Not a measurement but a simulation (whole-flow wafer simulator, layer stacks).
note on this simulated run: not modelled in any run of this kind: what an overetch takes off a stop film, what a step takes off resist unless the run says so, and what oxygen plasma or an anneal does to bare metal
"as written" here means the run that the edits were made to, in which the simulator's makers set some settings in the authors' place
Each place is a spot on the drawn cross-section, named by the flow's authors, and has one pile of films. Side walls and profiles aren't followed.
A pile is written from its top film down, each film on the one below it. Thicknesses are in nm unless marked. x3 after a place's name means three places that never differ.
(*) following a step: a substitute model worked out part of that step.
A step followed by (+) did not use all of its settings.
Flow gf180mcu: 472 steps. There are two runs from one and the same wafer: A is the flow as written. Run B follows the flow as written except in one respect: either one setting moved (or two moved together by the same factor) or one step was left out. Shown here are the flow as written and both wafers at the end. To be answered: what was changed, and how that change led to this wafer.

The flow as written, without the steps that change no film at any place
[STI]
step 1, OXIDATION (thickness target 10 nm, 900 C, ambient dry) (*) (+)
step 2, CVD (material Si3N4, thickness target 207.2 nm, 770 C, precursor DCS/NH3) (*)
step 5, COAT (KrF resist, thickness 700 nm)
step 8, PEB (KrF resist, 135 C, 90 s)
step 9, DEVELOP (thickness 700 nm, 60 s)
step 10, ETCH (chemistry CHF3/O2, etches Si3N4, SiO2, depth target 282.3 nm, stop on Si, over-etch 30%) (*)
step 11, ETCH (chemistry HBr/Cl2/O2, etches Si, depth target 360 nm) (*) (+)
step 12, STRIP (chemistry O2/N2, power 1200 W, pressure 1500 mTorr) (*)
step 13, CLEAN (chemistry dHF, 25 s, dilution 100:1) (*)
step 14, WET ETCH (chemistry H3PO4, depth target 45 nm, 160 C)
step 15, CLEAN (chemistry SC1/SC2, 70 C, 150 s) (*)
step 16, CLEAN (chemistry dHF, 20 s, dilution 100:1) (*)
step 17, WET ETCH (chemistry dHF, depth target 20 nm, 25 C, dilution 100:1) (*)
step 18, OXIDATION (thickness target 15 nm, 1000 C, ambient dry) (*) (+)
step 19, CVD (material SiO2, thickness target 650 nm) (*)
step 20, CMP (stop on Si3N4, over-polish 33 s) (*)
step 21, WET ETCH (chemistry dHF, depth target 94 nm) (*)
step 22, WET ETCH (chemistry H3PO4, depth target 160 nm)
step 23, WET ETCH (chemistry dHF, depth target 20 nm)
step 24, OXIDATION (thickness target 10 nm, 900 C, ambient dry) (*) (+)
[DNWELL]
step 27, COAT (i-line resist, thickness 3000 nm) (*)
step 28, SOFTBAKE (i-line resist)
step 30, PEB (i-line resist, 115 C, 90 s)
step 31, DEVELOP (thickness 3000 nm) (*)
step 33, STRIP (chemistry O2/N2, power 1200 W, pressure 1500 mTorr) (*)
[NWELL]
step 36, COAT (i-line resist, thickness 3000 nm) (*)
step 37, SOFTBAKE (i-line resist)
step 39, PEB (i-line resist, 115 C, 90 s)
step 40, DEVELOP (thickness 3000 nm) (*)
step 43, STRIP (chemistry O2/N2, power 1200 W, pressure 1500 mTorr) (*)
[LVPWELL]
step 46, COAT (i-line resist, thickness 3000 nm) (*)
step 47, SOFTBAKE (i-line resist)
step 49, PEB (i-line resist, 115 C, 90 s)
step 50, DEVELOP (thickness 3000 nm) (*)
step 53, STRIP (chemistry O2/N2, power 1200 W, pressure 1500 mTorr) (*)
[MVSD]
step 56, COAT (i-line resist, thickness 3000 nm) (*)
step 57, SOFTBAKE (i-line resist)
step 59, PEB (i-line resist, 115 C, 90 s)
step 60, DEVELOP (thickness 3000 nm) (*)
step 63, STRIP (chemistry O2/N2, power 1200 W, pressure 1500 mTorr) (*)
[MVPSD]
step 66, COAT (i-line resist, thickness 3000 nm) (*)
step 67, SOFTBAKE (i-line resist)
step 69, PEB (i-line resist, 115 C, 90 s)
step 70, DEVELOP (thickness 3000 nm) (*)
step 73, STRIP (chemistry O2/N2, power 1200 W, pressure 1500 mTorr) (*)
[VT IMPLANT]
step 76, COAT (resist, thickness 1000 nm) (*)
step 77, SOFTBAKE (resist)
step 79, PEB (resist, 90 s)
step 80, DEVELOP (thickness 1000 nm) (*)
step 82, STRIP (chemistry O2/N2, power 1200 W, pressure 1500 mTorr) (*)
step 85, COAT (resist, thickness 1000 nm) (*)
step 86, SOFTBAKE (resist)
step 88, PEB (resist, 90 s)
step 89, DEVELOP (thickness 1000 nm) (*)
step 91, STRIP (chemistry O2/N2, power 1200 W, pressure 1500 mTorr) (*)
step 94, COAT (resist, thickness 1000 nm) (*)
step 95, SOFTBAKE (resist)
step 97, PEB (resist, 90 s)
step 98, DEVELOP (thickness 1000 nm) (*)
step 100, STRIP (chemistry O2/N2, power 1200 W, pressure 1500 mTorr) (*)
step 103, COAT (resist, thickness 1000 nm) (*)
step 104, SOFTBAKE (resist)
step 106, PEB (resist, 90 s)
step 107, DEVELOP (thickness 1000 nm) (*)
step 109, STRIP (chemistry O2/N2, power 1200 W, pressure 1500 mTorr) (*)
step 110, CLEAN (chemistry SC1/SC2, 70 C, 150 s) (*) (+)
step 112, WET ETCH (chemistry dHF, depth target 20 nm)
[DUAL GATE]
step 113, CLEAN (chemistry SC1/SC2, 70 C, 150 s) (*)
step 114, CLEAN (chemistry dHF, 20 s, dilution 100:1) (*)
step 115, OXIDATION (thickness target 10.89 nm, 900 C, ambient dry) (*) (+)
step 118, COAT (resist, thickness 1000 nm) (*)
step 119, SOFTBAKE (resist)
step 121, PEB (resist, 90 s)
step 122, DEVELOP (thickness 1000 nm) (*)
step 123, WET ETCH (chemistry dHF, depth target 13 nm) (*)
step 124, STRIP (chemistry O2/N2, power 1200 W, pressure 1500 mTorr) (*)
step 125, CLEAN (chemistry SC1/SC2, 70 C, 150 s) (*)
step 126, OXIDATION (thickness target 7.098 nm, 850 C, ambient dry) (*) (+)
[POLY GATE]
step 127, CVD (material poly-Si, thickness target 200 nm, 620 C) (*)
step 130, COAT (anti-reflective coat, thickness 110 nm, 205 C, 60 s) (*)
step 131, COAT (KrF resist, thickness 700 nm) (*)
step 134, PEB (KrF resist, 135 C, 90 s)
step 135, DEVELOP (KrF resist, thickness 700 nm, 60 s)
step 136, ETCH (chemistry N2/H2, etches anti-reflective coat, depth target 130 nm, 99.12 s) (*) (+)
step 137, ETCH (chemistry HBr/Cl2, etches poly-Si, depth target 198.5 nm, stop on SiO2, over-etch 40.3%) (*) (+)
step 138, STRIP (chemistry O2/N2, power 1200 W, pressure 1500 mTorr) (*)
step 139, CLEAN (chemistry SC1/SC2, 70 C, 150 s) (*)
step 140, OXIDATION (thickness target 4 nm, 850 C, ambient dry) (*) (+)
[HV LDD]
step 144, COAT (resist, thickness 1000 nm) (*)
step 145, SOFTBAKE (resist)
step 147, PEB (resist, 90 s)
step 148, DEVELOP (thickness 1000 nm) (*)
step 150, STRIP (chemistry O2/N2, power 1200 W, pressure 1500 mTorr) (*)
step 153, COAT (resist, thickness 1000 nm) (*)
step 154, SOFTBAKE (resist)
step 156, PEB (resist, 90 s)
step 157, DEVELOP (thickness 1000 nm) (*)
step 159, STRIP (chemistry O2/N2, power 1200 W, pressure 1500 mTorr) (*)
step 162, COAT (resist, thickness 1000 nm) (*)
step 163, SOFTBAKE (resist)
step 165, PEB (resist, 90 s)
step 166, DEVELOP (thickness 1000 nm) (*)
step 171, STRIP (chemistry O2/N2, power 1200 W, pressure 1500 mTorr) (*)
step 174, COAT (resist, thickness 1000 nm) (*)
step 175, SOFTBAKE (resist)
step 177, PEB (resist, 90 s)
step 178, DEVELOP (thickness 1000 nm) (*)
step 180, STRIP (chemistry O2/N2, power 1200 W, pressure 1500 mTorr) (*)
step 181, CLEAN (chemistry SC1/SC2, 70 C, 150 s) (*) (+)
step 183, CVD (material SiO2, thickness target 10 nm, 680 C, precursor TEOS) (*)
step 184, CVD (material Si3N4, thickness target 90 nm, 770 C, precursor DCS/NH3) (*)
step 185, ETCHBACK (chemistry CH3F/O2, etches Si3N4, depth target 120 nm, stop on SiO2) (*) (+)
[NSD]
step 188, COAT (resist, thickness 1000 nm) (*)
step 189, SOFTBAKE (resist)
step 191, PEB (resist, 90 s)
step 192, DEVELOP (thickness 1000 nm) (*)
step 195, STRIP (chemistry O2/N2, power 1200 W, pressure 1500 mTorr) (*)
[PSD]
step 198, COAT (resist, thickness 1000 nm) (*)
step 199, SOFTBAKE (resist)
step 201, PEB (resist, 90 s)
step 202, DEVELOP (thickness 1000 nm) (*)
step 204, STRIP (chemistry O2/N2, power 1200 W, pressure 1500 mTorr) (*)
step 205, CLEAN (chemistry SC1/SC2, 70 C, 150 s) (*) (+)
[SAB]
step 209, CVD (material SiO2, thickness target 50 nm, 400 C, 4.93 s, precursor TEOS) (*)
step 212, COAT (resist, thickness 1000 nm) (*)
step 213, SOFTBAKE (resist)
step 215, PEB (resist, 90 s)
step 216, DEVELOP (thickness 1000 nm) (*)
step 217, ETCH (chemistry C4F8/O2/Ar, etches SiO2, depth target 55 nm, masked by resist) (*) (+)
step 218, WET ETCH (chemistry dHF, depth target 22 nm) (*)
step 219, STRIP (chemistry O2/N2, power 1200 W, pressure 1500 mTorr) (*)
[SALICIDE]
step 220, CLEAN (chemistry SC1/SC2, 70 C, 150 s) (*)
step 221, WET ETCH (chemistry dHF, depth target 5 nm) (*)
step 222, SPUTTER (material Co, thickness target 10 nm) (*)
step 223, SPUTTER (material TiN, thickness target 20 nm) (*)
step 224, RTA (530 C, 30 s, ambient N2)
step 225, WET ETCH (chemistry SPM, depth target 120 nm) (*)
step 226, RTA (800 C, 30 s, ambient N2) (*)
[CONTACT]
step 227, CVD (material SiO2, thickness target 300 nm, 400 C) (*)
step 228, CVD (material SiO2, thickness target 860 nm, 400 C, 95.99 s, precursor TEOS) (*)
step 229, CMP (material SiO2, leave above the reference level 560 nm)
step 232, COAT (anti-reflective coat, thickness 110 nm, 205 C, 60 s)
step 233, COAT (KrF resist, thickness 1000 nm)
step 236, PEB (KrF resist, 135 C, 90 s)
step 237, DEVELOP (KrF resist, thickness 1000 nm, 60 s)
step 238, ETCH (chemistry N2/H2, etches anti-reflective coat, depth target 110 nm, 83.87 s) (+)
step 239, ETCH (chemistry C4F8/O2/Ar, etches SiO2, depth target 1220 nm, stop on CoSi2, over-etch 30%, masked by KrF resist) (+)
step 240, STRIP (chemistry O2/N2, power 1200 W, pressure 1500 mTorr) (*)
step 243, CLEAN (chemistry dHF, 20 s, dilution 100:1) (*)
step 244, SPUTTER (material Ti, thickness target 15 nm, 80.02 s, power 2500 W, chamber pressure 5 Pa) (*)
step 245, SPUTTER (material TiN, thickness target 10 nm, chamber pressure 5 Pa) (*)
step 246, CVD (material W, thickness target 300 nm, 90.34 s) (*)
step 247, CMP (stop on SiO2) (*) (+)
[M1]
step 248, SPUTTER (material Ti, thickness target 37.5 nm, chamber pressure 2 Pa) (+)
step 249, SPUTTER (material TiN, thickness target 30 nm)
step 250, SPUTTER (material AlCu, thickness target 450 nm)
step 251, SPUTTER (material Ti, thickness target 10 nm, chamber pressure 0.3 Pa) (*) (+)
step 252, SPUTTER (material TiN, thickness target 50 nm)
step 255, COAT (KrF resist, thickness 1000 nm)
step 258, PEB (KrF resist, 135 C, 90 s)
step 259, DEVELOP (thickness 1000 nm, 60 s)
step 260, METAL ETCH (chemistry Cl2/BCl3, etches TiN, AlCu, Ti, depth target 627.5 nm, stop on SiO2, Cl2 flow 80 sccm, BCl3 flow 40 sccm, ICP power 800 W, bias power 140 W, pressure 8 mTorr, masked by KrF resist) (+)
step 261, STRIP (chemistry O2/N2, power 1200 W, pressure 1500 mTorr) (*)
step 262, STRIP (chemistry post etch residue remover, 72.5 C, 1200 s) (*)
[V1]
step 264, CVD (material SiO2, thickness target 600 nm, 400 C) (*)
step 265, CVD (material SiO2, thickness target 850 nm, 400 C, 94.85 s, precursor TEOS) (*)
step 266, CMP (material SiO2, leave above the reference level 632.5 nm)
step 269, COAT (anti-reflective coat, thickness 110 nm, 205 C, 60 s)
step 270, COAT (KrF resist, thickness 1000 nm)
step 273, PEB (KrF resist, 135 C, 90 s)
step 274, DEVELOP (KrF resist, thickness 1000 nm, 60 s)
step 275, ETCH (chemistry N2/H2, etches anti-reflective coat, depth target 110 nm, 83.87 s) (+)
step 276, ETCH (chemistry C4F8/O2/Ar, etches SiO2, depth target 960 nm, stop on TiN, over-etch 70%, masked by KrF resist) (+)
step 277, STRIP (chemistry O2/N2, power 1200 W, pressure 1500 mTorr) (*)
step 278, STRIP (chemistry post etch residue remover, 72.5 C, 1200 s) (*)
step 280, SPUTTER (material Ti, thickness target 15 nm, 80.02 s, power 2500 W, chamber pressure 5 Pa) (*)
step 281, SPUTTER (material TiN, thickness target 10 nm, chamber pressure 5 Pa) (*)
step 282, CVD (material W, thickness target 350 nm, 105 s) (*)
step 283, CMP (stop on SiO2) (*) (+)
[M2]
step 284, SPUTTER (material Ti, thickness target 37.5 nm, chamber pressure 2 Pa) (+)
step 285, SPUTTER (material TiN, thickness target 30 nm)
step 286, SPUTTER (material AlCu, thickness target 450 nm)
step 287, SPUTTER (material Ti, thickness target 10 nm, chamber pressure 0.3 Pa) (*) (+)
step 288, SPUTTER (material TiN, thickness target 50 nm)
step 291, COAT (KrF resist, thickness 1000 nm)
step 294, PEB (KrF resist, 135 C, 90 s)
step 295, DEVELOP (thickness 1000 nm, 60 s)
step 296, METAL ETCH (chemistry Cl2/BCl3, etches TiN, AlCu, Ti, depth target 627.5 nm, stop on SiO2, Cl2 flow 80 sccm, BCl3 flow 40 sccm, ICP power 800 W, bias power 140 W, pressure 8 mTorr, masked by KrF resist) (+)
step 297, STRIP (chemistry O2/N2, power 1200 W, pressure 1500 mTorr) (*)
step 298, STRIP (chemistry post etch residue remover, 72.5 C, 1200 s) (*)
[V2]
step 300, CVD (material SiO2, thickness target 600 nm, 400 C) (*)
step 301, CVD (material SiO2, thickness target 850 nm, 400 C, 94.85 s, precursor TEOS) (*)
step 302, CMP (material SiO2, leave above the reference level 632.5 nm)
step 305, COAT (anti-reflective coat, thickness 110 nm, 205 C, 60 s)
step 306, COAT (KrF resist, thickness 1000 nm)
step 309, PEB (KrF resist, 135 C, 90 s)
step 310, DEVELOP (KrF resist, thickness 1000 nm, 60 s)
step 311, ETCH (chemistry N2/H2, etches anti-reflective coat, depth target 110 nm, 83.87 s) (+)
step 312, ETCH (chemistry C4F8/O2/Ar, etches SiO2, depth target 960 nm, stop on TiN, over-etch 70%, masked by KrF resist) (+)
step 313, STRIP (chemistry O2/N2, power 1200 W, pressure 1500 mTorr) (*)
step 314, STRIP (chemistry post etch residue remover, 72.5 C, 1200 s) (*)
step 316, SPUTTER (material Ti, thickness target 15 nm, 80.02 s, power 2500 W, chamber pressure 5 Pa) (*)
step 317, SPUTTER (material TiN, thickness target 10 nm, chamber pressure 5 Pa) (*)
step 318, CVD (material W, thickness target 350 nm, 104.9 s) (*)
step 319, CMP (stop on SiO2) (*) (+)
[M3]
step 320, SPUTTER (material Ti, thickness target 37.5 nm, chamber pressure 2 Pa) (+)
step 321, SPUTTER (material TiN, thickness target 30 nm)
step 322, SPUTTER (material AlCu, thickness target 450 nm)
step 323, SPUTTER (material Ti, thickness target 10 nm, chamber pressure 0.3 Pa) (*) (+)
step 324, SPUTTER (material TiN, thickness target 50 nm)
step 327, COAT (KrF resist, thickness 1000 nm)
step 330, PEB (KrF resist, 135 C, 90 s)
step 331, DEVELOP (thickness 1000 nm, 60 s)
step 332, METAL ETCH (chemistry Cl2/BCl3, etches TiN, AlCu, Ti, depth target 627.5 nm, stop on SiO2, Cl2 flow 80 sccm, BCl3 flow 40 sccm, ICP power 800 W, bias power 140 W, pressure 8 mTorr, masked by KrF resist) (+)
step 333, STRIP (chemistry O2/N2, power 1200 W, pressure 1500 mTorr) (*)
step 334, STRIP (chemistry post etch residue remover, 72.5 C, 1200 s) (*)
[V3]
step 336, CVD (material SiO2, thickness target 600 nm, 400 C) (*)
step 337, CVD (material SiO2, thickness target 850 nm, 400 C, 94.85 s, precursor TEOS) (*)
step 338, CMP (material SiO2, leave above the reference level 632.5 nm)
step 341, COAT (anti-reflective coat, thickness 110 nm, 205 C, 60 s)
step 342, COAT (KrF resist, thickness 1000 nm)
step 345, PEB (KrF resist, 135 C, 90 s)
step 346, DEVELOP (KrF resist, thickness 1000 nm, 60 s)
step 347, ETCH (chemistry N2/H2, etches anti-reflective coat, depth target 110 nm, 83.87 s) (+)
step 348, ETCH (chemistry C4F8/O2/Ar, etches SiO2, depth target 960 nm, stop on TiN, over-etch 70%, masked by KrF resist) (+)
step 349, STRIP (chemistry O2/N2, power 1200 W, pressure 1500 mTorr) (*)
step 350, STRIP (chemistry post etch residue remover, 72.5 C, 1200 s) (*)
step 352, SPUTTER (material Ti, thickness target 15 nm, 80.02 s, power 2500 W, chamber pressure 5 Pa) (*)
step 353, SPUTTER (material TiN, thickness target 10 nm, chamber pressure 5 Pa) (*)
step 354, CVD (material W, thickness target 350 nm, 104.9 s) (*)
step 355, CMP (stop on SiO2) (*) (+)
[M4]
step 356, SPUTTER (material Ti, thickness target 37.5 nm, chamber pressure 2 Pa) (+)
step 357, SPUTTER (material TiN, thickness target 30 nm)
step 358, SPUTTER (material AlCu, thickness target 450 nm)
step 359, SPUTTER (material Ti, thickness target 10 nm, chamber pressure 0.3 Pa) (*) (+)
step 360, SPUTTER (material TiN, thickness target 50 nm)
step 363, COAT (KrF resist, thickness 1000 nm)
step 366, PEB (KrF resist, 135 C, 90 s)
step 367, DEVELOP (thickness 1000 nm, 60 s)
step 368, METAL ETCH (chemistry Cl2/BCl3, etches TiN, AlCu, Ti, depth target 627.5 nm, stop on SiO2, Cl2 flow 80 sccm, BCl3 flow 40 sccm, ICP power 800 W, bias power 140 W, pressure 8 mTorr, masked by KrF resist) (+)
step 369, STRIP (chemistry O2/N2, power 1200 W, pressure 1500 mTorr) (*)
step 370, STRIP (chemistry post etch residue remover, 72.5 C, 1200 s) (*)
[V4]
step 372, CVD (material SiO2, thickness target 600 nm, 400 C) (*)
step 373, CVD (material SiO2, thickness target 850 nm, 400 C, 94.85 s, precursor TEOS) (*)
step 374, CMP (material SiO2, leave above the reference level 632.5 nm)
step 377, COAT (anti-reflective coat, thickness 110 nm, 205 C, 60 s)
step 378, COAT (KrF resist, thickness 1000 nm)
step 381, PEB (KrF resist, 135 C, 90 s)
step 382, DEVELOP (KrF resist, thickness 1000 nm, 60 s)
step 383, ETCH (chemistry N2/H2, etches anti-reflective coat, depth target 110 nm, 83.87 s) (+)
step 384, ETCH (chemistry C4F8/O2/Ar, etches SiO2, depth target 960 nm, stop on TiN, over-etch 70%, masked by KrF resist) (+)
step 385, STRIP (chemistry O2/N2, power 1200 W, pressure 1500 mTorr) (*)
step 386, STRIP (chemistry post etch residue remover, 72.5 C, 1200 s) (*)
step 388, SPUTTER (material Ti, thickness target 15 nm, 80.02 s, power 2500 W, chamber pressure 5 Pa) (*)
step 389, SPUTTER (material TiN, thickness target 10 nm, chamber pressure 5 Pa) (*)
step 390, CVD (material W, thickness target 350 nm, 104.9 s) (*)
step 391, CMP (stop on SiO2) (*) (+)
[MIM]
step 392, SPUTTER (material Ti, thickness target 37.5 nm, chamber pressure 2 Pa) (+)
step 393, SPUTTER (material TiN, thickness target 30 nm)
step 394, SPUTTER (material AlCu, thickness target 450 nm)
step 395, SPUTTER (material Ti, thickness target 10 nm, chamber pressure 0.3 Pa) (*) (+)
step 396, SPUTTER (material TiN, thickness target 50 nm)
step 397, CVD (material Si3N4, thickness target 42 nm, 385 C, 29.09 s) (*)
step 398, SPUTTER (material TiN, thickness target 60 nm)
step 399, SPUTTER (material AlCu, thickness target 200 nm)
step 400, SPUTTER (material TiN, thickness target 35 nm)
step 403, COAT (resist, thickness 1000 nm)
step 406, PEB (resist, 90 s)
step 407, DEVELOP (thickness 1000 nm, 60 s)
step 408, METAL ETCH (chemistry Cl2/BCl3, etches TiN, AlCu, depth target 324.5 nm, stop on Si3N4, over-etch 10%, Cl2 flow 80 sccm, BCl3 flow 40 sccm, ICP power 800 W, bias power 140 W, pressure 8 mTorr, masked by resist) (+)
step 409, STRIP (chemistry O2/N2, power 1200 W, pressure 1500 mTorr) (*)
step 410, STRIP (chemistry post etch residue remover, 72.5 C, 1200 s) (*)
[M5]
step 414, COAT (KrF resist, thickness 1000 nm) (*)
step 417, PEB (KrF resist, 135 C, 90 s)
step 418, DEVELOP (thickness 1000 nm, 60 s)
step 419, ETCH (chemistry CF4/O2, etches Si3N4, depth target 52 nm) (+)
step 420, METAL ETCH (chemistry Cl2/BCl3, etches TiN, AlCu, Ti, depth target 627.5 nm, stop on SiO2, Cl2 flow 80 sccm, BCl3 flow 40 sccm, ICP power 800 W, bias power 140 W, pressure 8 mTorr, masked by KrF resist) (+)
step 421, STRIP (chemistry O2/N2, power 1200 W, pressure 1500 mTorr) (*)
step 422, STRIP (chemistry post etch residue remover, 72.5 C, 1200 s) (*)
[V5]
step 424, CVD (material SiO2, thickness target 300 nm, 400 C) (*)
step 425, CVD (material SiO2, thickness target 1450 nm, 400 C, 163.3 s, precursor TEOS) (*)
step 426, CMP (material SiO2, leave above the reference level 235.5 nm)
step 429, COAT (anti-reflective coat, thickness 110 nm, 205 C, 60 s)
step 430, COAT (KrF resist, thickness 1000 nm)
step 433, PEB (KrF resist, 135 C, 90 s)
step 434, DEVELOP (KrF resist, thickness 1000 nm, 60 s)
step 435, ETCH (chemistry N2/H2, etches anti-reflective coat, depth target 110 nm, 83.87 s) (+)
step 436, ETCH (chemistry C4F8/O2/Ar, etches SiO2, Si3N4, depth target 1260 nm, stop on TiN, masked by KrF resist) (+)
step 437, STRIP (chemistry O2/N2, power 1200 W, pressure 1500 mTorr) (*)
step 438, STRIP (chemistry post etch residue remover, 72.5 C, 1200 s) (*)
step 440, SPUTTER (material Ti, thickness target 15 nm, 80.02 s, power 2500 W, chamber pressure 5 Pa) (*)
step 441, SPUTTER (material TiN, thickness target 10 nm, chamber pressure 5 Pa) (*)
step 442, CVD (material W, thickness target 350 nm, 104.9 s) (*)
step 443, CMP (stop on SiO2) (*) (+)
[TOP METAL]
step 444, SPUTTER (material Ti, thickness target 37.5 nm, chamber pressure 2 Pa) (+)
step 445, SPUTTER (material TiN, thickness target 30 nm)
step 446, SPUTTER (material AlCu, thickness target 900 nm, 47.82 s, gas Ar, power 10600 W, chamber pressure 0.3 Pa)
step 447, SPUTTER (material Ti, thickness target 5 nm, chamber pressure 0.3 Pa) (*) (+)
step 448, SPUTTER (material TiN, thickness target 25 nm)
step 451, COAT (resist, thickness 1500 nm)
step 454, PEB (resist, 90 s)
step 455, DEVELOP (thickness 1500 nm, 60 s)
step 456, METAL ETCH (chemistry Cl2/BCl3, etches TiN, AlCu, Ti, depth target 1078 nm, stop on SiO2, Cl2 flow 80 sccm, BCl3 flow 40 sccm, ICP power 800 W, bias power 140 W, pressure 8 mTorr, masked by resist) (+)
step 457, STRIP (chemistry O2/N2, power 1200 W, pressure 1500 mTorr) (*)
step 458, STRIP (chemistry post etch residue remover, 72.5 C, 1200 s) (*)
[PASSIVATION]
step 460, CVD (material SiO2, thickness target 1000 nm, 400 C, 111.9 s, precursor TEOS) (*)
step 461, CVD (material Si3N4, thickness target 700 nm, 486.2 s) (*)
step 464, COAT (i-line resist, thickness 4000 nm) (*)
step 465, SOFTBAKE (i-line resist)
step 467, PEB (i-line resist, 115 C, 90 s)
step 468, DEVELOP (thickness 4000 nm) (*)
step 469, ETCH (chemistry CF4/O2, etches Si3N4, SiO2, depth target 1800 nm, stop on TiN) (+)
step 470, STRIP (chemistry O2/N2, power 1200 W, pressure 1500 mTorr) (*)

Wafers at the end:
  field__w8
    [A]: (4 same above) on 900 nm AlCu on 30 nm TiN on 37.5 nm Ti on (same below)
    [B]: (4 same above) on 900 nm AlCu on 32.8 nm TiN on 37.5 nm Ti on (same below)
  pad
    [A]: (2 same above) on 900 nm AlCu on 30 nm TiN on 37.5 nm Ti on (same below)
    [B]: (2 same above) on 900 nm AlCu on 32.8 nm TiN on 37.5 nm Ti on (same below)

Cause: step 445, SPUTTER: thickness target 32.77 nm was run, whereas the flow has thickness target 30 nm.
One can read it off the wafer: field__w8 has TiN 32.8, and step 445 as written asks for 30 nm.

The path from the change to this, step by step:
  step 445, SPUTTER (material TiN, thickness target 30 nm)
      field, field__w1, field__w2 and 109 more: A TiN gains 30 (new film) | B TiN gains 32.8 (new film)
  step 456, METAL ETCH (chemistry Cl2/BCl3, etches TiN, AlCu, Ti, depth target 1078 nm, stop on SiO2, Cl2 flow 80 sccm, BCl3 flow 40 sccm, ICP power 800 W, bias power 140 W, pressure 8 mTorr, masked by resist) (+)
      field, field__w1, field__w2 and 103 more: A TiN loses 25 (all of it), Ti loses 5 (all of it), AlCu loses 900 (all of it), TiN loses 30 (all of it), Ti loses 37.5 (all of it) | B TiN loses 25 (all of it), Ti loses 5 (all of it), AlCu loses 900 (all of it), TiN loses 32.8 (all of it), Ti loses 37.5 (all of it)
